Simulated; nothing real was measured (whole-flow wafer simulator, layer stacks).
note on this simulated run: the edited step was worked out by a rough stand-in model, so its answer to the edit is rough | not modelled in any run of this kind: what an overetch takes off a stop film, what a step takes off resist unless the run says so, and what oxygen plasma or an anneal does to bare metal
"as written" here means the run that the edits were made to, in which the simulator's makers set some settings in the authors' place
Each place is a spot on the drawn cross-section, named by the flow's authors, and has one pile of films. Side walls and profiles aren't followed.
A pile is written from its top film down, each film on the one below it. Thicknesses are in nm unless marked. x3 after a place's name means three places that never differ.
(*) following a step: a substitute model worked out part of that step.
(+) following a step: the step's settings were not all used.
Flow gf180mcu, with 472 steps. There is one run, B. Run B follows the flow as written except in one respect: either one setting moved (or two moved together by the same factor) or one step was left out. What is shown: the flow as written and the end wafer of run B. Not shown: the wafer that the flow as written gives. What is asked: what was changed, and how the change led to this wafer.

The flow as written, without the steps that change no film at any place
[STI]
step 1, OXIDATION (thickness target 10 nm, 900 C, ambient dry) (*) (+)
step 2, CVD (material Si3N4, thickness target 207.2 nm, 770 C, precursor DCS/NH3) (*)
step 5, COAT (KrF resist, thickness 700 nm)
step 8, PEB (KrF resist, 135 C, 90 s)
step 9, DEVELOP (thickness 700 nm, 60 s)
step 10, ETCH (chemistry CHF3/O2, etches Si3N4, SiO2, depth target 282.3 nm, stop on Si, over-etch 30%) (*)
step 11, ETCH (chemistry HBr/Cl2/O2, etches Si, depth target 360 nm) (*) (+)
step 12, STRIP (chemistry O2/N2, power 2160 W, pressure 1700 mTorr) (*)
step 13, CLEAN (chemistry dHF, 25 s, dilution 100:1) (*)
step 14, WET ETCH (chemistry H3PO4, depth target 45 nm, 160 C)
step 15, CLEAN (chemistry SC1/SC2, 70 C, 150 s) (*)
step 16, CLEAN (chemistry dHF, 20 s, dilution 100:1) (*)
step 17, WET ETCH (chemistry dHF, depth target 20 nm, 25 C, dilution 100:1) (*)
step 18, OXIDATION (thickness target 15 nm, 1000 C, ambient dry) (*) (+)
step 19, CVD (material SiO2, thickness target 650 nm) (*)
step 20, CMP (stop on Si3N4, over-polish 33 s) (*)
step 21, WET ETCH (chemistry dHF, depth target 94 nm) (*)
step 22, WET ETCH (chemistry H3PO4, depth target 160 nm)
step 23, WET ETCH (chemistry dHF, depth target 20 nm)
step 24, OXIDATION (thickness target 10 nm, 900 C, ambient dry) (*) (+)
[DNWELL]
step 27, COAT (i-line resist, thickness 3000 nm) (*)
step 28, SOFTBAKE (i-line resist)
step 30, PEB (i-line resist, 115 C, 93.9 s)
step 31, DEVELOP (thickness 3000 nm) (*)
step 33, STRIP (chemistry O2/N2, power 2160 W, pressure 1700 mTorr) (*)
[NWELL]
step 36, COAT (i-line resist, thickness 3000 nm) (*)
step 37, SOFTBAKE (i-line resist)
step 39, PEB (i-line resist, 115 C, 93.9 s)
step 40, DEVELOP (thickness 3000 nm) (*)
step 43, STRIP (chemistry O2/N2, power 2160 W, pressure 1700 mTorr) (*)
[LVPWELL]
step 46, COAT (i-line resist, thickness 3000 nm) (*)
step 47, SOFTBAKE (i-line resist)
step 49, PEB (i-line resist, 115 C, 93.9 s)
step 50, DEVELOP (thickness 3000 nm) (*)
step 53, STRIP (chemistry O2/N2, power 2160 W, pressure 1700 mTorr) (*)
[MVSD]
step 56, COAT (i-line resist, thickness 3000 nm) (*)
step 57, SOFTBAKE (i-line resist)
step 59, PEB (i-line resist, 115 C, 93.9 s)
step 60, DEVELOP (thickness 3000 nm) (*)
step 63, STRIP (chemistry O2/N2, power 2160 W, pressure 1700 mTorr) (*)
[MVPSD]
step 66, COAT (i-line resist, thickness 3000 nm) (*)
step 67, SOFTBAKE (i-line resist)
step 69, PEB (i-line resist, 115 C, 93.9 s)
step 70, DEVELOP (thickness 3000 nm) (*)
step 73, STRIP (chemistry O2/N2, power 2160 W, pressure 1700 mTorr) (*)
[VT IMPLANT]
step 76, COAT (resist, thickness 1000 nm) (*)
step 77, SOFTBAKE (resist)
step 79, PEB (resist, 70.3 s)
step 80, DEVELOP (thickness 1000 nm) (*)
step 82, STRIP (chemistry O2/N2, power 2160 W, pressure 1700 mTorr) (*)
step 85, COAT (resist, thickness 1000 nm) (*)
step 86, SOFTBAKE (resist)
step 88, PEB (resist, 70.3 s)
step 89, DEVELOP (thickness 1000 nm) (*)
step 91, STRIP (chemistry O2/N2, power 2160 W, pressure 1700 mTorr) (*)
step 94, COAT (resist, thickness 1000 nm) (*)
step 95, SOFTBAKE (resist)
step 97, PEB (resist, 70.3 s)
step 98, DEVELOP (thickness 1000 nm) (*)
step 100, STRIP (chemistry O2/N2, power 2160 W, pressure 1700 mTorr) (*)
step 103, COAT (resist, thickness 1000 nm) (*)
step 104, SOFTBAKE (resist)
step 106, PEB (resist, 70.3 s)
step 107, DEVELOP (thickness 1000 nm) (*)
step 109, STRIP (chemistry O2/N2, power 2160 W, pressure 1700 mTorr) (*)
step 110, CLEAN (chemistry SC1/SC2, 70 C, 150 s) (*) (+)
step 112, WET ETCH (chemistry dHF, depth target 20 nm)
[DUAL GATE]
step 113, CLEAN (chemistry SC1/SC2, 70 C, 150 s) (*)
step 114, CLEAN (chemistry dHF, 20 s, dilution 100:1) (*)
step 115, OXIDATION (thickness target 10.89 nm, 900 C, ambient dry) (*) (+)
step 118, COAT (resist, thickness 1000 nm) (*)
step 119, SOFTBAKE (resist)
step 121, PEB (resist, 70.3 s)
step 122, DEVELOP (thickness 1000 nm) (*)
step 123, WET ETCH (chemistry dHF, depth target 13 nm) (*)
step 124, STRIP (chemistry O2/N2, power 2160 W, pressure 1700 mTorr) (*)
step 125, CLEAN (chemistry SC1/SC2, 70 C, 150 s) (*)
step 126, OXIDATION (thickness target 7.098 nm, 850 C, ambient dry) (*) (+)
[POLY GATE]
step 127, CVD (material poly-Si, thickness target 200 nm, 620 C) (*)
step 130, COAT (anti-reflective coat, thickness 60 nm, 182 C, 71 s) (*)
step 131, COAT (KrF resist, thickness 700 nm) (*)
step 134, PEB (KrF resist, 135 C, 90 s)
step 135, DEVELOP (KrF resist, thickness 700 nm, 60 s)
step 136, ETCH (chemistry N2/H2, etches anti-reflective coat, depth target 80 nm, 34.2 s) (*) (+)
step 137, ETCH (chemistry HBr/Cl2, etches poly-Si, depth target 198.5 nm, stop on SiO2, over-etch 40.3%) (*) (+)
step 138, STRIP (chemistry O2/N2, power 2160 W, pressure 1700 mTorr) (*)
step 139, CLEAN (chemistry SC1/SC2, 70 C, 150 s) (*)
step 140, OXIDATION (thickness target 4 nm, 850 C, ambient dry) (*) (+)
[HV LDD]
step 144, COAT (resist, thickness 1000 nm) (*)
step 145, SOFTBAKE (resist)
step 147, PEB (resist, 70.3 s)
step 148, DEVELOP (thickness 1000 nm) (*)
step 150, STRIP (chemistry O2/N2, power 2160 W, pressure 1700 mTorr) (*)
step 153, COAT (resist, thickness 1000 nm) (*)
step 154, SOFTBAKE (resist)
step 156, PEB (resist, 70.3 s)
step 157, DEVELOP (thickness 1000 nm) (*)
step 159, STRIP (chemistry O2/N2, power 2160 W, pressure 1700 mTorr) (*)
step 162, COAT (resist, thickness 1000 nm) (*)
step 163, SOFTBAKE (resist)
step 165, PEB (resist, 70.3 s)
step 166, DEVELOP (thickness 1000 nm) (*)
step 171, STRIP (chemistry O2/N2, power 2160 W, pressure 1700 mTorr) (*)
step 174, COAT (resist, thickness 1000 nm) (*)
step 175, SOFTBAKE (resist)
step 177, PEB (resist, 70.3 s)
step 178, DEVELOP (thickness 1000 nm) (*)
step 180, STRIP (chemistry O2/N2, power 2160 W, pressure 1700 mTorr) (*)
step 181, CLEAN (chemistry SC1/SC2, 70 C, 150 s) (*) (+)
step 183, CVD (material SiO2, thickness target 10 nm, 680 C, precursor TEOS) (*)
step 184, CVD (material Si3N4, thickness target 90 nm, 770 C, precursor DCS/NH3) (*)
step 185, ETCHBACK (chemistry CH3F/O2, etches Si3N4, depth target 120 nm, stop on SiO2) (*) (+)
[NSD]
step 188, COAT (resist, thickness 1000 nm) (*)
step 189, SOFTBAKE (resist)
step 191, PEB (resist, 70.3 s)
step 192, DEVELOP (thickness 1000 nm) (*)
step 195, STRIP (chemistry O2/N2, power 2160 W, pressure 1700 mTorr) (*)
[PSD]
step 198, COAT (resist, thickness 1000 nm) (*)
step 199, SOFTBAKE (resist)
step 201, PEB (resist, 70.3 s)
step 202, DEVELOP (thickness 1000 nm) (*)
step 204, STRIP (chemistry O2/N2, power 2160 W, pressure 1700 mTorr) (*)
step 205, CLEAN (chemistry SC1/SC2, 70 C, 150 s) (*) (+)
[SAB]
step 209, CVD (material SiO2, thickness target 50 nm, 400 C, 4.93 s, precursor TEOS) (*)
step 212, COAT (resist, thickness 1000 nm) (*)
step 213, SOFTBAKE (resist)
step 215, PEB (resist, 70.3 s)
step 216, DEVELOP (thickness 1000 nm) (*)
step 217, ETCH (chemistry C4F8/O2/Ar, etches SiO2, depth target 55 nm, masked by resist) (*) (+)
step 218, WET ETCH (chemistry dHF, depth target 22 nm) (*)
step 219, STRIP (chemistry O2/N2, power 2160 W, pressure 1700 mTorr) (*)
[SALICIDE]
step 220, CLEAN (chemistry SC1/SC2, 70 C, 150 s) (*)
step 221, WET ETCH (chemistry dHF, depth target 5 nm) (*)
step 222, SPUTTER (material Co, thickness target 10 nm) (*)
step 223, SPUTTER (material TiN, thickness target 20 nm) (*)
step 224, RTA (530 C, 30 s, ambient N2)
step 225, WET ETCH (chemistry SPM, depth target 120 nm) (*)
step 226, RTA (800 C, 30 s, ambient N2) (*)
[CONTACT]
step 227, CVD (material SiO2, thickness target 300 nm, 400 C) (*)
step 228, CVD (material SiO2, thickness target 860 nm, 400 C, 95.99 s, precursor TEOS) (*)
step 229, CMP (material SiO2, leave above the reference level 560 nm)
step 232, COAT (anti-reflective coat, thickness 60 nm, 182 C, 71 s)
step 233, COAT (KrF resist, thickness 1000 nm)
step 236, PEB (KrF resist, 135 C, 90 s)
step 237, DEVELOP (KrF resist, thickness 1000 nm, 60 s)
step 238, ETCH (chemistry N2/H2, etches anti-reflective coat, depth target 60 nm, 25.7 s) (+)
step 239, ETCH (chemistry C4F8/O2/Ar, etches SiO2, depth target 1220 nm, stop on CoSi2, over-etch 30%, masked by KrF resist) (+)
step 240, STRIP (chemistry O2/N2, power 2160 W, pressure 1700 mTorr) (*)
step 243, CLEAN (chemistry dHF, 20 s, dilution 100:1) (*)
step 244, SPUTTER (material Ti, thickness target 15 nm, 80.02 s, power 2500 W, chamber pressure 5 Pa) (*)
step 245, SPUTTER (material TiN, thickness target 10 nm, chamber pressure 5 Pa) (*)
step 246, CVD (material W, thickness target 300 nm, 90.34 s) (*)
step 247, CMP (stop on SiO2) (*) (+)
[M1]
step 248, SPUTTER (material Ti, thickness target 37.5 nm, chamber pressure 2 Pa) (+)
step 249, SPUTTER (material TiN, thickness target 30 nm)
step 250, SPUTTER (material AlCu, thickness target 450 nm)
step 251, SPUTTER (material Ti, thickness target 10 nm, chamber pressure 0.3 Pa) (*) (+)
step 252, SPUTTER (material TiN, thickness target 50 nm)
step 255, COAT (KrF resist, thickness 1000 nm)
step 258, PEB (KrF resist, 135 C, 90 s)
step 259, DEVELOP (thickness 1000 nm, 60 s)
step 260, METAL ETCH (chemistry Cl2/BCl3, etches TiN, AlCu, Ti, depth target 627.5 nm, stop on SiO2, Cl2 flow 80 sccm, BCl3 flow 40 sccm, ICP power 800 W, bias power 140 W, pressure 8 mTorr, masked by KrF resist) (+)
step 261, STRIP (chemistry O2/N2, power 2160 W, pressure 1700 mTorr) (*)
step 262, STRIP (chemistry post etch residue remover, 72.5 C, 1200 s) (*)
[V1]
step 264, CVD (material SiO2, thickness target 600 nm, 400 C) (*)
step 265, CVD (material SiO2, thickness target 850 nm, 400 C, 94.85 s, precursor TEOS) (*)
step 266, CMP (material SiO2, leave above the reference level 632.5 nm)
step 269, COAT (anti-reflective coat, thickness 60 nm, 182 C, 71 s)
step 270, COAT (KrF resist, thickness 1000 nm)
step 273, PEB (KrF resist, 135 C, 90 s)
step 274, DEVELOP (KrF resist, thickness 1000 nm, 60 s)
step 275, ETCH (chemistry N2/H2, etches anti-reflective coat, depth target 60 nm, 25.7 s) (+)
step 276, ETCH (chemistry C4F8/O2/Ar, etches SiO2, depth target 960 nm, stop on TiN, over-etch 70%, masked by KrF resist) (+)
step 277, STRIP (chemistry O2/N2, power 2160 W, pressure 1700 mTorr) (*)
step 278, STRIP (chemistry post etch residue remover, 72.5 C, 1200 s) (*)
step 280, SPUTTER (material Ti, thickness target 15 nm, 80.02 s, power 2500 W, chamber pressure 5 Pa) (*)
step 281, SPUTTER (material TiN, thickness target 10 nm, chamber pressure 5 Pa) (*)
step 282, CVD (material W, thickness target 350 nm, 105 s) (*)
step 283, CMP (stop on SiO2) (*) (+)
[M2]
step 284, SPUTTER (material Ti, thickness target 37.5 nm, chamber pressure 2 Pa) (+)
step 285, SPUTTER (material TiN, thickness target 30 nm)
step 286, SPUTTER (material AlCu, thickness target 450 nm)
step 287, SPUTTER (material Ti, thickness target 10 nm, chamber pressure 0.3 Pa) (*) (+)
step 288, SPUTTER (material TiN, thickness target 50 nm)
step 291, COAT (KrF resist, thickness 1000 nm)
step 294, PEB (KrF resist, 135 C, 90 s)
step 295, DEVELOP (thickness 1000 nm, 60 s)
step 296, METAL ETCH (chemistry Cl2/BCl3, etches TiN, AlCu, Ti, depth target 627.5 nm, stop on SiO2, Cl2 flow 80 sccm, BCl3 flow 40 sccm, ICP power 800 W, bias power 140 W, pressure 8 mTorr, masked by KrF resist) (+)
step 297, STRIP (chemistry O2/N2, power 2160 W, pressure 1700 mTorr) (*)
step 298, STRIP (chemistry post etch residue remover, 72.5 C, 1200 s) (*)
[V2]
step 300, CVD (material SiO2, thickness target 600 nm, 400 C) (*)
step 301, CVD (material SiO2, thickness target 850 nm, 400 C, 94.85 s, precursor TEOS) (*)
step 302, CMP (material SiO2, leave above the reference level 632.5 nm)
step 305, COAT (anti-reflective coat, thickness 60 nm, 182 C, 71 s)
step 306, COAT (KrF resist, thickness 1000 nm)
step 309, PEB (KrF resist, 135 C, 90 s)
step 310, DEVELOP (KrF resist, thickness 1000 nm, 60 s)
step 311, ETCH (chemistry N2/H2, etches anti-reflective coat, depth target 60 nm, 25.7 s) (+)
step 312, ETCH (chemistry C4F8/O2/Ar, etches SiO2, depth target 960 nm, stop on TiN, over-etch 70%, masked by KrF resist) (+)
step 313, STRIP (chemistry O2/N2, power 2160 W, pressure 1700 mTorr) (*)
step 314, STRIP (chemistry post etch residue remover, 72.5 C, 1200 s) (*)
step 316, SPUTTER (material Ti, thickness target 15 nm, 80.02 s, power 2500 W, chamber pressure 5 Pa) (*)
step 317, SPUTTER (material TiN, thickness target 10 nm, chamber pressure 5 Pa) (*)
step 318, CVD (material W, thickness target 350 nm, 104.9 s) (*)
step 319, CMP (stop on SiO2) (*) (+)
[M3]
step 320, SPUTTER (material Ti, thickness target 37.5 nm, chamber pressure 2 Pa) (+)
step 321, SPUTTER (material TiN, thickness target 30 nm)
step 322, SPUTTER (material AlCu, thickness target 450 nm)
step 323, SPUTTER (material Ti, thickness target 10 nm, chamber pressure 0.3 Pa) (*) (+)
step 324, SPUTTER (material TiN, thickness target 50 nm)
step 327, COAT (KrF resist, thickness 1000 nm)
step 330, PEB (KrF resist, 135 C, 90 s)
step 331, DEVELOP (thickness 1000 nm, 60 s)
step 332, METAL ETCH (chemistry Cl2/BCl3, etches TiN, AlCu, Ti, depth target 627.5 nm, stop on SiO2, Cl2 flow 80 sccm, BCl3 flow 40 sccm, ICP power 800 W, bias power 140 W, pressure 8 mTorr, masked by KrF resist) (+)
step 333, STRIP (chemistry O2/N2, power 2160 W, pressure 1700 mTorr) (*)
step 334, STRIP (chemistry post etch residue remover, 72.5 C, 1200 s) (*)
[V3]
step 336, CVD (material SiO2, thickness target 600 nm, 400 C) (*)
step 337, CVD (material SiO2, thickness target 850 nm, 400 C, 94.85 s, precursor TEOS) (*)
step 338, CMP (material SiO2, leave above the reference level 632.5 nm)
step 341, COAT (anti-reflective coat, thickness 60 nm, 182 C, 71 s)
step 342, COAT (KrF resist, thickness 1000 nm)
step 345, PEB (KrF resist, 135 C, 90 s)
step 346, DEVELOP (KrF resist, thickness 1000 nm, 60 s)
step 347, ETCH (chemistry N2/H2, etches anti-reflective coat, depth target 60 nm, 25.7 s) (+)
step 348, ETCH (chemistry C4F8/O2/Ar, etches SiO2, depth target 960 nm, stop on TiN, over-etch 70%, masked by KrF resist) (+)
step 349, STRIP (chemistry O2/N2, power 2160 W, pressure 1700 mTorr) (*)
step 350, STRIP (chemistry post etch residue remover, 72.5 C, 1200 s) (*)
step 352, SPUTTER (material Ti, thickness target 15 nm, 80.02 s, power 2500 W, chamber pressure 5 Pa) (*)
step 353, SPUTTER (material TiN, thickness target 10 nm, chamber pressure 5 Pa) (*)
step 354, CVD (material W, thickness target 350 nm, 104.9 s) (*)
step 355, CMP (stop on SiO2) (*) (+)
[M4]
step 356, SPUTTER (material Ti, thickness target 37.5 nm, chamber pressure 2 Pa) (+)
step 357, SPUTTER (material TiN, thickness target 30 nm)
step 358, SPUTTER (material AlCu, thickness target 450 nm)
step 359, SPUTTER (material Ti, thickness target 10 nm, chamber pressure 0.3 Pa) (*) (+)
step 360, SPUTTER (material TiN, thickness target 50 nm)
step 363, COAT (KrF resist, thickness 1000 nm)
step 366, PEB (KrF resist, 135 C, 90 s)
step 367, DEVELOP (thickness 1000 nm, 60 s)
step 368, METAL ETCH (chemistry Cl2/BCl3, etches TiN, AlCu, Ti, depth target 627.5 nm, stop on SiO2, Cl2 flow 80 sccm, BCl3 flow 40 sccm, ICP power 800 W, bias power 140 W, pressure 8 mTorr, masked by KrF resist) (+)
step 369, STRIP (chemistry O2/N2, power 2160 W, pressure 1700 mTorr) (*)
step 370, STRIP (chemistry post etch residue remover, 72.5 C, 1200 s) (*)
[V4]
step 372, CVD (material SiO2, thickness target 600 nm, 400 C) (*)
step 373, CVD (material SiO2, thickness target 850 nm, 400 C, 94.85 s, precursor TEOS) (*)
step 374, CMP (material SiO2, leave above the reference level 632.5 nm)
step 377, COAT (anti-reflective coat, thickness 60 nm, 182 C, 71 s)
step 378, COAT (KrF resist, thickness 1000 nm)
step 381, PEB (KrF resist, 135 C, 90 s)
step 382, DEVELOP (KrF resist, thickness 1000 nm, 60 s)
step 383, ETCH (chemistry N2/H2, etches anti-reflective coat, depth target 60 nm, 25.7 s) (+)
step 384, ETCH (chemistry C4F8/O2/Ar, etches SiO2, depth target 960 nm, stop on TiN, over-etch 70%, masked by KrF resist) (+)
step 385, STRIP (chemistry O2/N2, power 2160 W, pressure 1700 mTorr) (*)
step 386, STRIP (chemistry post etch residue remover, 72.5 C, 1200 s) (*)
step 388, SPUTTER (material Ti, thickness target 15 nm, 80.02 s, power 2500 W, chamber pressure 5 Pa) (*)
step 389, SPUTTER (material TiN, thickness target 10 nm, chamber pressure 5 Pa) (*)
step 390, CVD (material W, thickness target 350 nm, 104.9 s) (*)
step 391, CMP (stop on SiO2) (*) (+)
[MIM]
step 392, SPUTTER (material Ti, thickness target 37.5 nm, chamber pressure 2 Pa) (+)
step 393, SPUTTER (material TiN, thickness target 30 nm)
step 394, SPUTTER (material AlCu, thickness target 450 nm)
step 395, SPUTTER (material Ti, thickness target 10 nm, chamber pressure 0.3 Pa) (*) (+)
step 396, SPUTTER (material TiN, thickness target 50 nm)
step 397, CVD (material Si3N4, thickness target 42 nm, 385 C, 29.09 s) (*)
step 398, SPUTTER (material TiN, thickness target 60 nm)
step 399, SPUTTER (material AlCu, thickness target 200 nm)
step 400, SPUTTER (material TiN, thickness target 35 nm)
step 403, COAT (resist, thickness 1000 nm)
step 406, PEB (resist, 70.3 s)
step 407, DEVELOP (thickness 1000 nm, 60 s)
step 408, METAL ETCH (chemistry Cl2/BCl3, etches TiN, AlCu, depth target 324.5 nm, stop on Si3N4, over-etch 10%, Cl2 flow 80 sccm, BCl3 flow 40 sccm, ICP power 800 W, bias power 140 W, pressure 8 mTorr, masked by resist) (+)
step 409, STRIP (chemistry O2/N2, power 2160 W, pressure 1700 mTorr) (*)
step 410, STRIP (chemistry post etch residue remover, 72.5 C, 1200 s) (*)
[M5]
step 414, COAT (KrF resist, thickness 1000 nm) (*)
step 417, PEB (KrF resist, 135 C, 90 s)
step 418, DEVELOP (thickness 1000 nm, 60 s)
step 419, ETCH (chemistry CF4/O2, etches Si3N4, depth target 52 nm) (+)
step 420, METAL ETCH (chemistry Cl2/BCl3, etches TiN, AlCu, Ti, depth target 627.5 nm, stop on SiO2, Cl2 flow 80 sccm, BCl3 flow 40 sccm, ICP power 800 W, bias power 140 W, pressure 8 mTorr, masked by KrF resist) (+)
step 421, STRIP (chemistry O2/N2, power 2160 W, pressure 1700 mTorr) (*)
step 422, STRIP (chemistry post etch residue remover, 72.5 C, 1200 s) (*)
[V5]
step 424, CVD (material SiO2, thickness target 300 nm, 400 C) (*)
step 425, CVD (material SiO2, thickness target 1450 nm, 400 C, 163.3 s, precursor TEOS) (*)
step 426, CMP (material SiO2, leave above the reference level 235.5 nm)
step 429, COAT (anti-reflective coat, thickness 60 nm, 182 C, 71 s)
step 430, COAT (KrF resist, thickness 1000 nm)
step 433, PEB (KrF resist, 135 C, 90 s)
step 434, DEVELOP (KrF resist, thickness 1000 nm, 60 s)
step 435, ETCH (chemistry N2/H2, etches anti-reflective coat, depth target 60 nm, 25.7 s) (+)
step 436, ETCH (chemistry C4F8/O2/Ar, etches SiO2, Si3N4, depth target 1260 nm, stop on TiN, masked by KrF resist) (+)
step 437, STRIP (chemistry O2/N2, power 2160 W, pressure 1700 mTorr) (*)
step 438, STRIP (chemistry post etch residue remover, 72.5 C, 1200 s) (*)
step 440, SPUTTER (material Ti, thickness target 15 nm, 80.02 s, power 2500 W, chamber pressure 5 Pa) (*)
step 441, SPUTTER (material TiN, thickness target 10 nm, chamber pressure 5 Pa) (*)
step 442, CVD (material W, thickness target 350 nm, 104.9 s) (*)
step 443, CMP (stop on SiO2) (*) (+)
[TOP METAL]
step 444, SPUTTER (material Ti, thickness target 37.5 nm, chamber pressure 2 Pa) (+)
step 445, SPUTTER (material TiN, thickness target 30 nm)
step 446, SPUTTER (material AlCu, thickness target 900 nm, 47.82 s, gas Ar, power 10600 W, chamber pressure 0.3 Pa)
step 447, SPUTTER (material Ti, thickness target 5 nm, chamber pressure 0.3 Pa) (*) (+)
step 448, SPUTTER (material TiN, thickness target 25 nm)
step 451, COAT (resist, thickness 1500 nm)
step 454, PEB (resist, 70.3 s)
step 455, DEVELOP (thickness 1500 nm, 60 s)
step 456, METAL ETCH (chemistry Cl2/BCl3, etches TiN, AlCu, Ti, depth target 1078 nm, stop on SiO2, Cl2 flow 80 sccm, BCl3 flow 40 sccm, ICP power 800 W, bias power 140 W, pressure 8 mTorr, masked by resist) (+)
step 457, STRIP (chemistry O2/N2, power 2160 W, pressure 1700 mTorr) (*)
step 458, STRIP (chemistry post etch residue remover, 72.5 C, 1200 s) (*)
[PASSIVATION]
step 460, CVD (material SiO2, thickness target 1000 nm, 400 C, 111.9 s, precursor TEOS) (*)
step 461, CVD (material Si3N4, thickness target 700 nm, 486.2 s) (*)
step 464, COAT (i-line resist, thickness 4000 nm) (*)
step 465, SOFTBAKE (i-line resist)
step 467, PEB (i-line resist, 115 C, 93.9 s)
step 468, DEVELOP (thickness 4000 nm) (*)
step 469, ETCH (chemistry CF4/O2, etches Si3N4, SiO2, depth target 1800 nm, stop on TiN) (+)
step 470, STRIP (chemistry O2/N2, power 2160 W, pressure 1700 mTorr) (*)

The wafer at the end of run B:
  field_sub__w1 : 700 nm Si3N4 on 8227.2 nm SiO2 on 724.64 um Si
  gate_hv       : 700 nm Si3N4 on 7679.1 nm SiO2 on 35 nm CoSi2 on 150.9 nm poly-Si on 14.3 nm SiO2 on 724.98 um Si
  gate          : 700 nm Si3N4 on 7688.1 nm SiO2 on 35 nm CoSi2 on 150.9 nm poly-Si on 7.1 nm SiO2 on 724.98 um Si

The reason: step 127, CVD: thickness target 190 nm was run, though the flow has thickness target 200 nm.

Step by step, how the change led to this:
  step 127, CVD (material poly-Si, thickness target 200 nm, 620 C) (*)
      field, field__w1, field__w2 and 89 more: poly-Si gains 190 (new film) (it would be, as written: poly-Si gains 200 (new film))
  step 137, ETCH (chemistry HBr/Cl2, etches poly-Si, depth target 198.5 nm, stop on SiO2, over-etch 40.3%) (*) (+)
      gate, gate_hv, gate_p and 25 more: KrF resist loses 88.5 (it would be, as written: KrF resist loses 92.8)
      field__w3, field__w12, field_sub and 14 more: poly-Si loses 189 (all of it), SiO2 loses 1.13 (it would be, as written: poly-Si loses 199 (all of it), SiO2 loses 0.4)
      (also at 47 further places)
  step 145, SOFTBAKE (resist)
      field_sub: resist gains 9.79 (it would be, as written: resist gains 10.3)
      ld_acc_n: resist loses 10.5 (it would be, as written: resist loses 11.1)
      (also at 4 further places)
  step 154, SOFTBAKE (resist)
      field_sub: resist gains 9.79 (it would be, as written: resist gains 10.3)
      ld_acc_n: resist loses 10.5 (it would be, as written: resist loses 11.1)
      (also at 4 further places)
  step 163, SOFTBAKE (resist)
      field_sub: resist gains 9.79 (it would be, as written: resist gains 10.3)
      ld_acc_n: resist loses 10.5 (it would be, as written: resist loses 11.1)
      (also at 4 further places)
  step 175, SOFTBAKE (resist)
      field_sub: resist gains 9.79 (it would be, as written: resist gains 10.3)
      ld_acc_n: resist loses 10.5 (it would be, as written: resist loses 11.1)
      (also at 4 further places)
  step 189, SOFTBAKE (resist)
      active_hv: resist loses 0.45 (it would be, as written: resist gains 2.68)
      ldn_ch: resist loses 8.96 (it would be, as written: resist loses 9.47)
      (also at 2 further places)
  step 199, SOFTBAKE (resist)
      active_hv: resist loses 0.45 (it would be, as written: resist gains 2.68)
      ldn_ch: resist loses 8.96 (it would be, as written: resist loses 9.47)
      (also at 2 further places)
  step 213, SOFTBAKE (resist)
      field_sub: resist gains 11.1 (it would be, as written: resist gains 11.7)
      ld_acc_n: resist loses 10.8 (it would be, as written: resist loses 11.4)
      (also at 3 further places)
  step 218, WET ETCH (chemistry dHF, depth target 22 nm) (*)
      ldn_tap, ldn_src, ldn_drn, ldp_tap, ldp_src, ldp_drn, ldp_gr: SiO2 loses 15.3 (all of it) (it would be, as written: SiO2 loses 16 (all of it))
      active, iso_ptap_pw, iso_ntap_nw, iso_ptap_sub, vpnp_e: SiO2 loses 8.33 (all of it) (it would be, as written: SiO2 loses 9.01 (all of it))
      (also at 10 further places)
  step 223, SPUTTER (material TiN, thickness target 20 nm) (*)
      field__w12: TiN gains 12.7 (new film) (it would be, as written: TiN gains 12 (new film))
  step 225, WET ETCH (chemistry SPM, depth target 120 nm) (*)
      field__w12: TiN loses 12.7 (all of it), Co loses 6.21 (all of it) (it would be, as written: TiN loses 12 (all of it), Co loses 6.15 (all of it))
  step 229, CMP (material SiO2, leave above the reference level 560 nm)
      ld_drift_p, ld_drn_p: SiO2 loses 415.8 (it would be, as written: SiO2 loses 425.8)
